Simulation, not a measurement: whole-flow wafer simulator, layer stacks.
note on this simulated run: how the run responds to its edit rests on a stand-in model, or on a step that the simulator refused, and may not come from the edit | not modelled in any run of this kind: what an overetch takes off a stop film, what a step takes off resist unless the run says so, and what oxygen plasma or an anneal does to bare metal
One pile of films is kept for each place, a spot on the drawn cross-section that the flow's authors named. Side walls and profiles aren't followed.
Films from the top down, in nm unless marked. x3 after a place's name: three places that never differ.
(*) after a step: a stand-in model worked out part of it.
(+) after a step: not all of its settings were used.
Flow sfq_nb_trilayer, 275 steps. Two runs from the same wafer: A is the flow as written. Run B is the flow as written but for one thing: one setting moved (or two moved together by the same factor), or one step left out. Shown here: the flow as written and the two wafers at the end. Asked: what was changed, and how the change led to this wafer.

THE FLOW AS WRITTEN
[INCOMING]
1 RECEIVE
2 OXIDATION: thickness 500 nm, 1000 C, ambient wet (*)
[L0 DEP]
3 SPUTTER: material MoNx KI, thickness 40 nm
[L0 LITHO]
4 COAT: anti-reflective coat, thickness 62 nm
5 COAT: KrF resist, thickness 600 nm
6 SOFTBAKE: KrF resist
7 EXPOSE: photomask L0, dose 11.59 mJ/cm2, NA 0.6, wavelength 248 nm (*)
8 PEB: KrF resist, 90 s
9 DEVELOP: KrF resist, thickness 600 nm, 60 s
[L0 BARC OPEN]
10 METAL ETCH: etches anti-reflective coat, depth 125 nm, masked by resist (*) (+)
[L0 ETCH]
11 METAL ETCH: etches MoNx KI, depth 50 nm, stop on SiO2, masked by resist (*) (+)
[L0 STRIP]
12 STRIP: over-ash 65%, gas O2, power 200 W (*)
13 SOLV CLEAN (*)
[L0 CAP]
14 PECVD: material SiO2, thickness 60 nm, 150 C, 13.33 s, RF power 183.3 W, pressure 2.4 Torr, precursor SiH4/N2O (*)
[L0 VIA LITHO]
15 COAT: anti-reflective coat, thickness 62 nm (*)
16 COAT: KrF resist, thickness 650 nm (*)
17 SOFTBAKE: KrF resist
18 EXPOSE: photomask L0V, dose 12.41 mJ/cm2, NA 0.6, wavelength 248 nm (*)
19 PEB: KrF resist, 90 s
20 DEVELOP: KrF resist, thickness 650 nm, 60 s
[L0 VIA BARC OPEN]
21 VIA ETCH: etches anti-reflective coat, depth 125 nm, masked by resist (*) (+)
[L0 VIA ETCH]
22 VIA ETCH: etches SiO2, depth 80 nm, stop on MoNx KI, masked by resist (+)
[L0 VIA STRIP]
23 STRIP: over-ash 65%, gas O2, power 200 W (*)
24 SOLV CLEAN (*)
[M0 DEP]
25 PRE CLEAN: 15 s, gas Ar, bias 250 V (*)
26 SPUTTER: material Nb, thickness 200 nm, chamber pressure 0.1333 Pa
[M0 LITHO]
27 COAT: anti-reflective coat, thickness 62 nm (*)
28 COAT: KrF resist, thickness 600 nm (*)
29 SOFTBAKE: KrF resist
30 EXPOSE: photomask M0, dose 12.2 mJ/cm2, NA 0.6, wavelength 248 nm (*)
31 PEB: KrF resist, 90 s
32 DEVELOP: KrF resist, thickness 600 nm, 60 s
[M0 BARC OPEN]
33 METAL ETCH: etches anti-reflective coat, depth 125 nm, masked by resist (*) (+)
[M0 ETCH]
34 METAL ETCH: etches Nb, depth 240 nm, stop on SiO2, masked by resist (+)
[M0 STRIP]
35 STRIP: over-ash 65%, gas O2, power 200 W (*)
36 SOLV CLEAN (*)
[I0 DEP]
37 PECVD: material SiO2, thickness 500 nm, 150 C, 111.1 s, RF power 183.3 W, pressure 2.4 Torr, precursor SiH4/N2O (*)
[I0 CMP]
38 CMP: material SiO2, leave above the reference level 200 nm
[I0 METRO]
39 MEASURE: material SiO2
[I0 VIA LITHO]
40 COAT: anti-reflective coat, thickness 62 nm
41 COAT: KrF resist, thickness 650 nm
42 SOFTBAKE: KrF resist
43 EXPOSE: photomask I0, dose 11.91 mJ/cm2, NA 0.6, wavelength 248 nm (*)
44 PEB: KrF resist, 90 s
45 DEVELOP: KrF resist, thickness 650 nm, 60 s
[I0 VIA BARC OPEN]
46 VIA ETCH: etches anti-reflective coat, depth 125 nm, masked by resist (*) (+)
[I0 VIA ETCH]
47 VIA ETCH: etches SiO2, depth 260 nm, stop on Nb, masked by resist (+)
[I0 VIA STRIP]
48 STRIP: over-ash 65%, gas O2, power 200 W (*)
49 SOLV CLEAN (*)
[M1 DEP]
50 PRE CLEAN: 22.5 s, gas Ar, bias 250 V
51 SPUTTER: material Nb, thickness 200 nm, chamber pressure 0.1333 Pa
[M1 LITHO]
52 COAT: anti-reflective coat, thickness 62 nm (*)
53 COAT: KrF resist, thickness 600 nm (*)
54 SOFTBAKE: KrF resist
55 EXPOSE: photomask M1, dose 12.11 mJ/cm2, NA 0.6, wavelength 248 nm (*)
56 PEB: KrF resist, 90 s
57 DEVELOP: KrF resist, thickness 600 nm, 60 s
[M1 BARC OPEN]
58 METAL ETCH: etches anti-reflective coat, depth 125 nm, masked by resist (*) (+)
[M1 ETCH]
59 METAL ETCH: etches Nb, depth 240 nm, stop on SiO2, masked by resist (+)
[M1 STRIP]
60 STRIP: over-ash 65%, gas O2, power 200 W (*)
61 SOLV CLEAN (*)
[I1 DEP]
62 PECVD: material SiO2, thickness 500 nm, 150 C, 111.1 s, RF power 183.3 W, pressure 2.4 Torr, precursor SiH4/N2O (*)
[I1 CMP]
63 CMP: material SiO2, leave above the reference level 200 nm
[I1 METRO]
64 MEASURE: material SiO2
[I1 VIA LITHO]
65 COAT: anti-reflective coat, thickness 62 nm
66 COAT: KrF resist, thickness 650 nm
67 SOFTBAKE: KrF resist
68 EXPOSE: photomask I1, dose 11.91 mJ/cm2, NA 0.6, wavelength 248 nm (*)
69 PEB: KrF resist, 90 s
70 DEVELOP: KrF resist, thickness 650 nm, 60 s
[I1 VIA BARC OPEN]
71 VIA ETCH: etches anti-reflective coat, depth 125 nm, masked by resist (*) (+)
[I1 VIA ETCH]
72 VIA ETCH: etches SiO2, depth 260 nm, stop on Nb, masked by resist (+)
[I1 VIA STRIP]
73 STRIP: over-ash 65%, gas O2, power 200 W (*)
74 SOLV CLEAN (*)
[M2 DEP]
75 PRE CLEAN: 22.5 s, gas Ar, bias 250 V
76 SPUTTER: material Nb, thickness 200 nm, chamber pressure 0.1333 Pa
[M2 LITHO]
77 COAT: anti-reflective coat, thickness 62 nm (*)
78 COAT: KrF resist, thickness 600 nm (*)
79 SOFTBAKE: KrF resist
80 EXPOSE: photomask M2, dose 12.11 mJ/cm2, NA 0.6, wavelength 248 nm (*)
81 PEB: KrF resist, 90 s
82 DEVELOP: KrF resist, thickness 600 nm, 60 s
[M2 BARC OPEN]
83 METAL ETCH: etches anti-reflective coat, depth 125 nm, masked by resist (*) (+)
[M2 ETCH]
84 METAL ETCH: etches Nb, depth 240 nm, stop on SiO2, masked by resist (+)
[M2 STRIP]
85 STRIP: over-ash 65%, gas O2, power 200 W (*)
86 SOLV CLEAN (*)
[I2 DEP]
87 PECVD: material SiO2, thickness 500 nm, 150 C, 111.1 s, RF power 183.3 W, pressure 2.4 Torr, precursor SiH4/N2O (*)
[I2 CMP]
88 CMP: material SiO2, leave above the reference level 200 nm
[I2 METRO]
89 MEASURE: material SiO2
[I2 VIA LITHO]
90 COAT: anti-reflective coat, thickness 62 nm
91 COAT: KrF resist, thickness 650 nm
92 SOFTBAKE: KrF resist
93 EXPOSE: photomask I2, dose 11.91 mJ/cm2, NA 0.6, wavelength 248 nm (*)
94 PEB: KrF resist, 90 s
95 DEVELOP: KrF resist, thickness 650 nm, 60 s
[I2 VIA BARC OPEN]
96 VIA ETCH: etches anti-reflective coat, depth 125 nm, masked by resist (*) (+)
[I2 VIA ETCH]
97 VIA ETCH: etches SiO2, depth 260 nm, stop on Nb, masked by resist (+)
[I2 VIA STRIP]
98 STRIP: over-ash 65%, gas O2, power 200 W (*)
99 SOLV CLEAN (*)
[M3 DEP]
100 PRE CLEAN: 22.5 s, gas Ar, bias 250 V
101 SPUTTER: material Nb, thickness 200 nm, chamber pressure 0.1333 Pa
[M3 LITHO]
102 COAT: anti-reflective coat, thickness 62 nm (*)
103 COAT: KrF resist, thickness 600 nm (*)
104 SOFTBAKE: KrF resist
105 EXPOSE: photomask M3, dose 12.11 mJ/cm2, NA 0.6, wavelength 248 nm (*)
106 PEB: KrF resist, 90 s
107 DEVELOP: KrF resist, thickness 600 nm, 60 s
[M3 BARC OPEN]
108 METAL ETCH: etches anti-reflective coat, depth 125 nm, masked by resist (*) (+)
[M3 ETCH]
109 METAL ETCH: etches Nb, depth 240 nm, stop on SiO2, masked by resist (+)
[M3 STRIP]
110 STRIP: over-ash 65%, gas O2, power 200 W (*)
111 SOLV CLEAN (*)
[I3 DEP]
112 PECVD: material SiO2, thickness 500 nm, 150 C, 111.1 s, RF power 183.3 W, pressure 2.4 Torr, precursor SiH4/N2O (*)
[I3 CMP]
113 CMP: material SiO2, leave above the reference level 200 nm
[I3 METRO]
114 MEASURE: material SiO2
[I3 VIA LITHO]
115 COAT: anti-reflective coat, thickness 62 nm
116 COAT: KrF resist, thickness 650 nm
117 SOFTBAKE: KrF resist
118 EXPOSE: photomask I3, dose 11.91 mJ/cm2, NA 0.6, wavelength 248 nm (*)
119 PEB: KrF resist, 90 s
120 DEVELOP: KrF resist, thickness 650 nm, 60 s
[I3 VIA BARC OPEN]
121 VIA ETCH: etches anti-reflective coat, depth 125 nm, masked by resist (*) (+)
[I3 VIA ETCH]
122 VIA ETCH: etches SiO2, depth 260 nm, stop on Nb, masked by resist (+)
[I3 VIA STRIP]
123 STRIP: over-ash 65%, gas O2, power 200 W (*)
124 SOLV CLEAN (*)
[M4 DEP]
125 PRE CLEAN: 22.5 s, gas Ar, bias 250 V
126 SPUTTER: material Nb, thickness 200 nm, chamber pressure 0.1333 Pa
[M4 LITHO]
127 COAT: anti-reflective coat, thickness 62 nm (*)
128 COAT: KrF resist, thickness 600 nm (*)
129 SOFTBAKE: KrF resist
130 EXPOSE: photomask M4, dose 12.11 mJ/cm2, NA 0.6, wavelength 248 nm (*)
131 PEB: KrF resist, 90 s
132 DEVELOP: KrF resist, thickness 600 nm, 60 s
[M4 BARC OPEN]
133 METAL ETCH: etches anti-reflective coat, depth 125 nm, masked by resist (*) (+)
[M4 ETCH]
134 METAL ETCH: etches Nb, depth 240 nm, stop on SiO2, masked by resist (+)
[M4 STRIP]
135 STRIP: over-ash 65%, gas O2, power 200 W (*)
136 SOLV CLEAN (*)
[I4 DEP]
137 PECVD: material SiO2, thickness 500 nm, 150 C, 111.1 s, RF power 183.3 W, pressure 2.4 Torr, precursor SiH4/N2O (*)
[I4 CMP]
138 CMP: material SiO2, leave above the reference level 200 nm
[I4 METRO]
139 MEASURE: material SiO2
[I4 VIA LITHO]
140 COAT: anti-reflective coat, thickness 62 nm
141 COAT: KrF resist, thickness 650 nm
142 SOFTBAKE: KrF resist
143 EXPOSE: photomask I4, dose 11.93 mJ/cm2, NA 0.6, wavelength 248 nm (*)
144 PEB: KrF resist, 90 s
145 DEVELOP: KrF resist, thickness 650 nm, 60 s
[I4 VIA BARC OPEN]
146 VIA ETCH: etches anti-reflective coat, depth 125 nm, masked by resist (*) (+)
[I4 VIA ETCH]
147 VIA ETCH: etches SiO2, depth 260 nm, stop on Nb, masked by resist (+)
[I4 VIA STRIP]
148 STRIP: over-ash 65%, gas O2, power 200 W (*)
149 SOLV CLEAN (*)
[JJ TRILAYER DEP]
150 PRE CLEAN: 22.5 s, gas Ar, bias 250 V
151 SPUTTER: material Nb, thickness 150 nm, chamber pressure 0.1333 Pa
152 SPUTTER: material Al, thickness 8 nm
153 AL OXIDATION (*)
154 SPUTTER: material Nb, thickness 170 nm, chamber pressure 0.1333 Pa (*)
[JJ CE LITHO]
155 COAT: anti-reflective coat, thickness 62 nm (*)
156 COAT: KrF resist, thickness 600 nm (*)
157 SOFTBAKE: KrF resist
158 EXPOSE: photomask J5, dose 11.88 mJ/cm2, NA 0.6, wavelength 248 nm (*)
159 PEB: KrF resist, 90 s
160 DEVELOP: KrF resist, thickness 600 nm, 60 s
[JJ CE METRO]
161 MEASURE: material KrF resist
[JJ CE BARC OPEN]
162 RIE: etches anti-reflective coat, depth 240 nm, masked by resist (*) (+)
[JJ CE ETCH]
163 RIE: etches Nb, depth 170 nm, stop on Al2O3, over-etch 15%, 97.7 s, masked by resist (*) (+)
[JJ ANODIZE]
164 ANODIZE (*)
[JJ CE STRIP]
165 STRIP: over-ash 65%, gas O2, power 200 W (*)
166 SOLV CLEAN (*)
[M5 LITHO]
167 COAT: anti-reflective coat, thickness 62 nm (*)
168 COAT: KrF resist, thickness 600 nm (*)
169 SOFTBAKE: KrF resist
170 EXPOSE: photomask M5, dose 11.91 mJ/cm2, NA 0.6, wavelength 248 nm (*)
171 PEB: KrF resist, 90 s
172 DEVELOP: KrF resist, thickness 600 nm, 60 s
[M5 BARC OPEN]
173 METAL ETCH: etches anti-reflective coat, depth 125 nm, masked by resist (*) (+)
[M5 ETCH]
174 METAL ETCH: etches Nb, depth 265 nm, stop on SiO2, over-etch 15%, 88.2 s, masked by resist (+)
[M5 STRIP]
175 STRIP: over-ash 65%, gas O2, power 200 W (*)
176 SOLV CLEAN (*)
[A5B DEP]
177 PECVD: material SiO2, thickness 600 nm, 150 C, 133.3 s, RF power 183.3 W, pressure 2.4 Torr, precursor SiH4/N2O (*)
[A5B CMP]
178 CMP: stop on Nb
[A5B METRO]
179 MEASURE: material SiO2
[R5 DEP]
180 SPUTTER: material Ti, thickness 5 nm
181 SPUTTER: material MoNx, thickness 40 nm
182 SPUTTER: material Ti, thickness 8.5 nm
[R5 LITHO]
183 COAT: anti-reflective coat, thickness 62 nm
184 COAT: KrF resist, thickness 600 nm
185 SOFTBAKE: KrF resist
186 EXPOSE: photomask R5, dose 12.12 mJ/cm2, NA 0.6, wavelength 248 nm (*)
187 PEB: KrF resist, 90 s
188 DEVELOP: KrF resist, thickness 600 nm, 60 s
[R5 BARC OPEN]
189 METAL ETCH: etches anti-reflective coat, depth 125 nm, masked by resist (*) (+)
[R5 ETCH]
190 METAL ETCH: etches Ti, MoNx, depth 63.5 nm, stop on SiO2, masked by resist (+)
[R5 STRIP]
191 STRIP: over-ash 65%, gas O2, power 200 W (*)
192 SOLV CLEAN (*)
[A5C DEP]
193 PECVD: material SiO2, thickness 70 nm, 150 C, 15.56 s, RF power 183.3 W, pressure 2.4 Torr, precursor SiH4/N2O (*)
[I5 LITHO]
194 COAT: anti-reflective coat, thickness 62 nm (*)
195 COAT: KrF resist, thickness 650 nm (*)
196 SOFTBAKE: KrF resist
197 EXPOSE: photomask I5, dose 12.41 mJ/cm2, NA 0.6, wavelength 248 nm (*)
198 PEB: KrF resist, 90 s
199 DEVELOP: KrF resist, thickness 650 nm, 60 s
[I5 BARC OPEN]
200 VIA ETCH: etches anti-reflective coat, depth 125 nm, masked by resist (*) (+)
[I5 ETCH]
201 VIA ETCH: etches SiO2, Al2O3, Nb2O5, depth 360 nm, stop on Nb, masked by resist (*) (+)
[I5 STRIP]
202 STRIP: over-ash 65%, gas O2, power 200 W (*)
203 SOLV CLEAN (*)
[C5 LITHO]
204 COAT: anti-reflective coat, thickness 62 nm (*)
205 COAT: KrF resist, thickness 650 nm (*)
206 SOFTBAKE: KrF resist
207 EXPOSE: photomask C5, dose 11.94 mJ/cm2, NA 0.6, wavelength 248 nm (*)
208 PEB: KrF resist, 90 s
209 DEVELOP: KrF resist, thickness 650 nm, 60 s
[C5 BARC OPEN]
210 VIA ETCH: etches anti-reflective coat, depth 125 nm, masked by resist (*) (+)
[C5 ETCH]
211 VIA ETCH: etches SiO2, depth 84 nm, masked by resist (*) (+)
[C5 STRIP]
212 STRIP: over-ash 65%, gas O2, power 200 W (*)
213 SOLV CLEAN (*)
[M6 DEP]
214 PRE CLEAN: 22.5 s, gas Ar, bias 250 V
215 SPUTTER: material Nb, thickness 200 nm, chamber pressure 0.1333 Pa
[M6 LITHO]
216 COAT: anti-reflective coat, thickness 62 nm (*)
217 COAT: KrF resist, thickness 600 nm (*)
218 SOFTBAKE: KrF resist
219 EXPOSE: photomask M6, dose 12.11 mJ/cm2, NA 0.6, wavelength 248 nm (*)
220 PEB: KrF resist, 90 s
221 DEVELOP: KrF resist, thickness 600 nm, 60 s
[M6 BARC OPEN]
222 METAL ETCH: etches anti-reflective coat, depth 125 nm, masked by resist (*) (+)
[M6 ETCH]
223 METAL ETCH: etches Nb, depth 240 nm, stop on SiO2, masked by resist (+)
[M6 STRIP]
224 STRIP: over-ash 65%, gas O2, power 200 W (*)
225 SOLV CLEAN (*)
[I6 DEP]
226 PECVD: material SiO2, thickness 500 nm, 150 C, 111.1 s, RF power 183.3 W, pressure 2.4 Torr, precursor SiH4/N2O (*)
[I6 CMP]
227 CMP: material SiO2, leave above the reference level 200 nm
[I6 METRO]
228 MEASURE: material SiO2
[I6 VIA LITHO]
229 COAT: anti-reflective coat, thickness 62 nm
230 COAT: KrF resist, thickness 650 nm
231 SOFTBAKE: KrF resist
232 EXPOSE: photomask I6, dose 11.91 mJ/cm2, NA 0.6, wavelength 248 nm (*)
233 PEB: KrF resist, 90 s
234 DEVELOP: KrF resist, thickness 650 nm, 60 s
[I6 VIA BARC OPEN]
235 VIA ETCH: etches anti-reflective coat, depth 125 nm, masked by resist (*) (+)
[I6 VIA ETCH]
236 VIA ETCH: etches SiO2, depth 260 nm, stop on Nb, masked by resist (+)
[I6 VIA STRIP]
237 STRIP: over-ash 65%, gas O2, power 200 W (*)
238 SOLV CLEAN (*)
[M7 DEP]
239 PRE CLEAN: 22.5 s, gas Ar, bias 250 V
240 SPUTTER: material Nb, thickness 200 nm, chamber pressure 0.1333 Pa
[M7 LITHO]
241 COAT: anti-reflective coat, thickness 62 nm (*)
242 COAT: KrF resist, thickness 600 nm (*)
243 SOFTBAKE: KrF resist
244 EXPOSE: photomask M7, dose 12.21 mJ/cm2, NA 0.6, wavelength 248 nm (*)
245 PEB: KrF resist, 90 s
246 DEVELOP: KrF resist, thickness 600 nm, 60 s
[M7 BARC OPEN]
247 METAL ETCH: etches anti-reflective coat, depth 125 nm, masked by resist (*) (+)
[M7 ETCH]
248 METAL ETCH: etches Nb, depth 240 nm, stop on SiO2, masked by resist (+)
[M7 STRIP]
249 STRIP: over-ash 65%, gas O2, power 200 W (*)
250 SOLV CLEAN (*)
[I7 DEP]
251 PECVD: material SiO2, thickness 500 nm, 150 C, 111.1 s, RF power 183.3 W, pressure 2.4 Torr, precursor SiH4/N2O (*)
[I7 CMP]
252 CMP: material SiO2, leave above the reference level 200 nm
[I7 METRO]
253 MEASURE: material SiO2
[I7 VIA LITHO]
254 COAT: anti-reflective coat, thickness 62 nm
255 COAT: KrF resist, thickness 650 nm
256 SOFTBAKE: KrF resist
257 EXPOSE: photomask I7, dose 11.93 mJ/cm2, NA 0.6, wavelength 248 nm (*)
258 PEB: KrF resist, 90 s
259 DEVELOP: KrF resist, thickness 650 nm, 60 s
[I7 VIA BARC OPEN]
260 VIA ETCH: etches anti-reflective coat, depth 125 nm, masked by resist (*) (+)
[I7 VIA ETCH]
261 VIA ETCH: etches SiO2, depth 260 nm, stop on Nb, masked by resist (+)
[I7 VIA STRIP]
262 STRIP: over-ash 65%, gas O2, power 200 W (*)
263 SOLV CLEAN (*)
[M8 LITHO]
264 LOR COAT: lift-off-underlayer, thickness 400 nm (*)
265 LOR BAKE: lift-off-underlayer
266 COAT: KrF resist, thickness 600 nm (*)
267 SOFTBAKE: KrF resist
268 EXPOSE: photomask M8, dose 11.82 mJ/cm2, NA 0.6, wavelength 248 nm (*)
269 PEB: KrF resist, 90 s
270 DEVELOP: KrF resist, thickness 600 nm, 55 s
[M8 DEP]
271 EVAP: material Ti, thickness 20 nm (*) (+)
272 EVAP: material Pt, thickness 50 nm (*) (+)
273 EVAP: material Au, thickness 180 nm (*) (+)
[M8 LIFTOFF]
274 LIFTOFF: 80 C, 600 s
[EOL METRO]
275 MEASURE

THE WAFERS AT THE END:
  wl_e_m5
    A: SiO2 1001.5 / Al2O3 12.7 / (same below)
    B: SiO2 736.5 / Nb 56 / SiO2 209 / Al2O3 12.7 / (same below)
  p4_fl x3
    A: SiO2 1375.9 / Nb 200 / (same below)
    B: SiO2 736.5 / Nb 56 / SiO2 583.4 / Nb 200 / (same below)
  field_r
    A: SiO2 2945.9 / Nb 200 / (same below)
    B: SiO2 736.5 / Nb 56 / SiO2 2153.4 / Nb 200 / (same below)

The cause: step 223, METAL ETCH: depth 144 nm was run, where the flow has depth 240 nm.

How the change led to this, step by step:
  223 METAL ETCH: etches Nb, depth 240 nm, stop on SiO2, masked by resist (+)
      field_l, gap, moat and 76 more: A Nb -200 (all of it) | B Nb -144
      v_sur, via_wl, via_w and 24 more: A KrF resist -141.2 | B KrF resist -84.7
  224 STRIP: over-ash 65%, gas O2, power 200 W (*)
      wl_j_sl, wl_j_sr: A KrF resist -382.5 (all of it), anti-reflective coat -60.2 (all of it) | B KrF resist -439 (all of it), anti-reflective coat -60.2 (all of it)
      wl_c_m6, wl_f_m6: A KrF resist -382.3 (all of it), anti-reflective coat -62 (all of it) | B KrF resist -438.7 (all of it), anti-reflective coat -62 (all of it)
      (and at 23 more places)
  226 PECVD: material SiO2, thickness 500 nm, 150 C, 111.1 s, RF power 183.3 W, pressure 2.4 Torr, precursor SiH4/N2O (*)
      field_l, p4_fl x3, p4_w1 x9 and 52 more: A SiO2 +500 | B SiO2 +500 (new film)
      moat, field_r, lsp_l, ln_m5, lsp_m: A SiO2 +493.6 | B SiO2 +500 (new film)
      (and at 9 more places)
  227 CMP: material SiO2, leave above the reference level 200 nm
      field_l, p4_fl x3, p4_w1 x9 and 49 more: A SiO2 -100 | B SiO2 -156
      moat, field_r, lsp_l, ln_m5, lsp_m: A SiO2 -93.6 | B SiO2 -156
      (and at 8 more places)
Counting metal films that touch as one body, wl_e_m5 has 7 bodies (between them, from the top down: SiO2 209 / Al2O3 12.7 / Nb2O5 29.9; SiO2 192.5; SiO2 192.5; SiO2 192.5; SiO2 192.5; SiO2 192.5); the flow as written gives 6 bodies (between them, from the top down: SiO2 192.5; SiO2 192.5; SiO2 192.5; SiO2 192.5; SiO2 192.5).
Counting metal films that touch as one body, p4_fl x3 has 3 bodies (between them, from the top down: SiO2 583.4; SiO2 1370); the flow as written gives 2 bodies (between them, from the top down: SiO2 1370).
Counting metal films that touch as one body, field_r has 2 bodies (between them, from the top down: SiO2 2153.4); the flow as written gives 1 body.
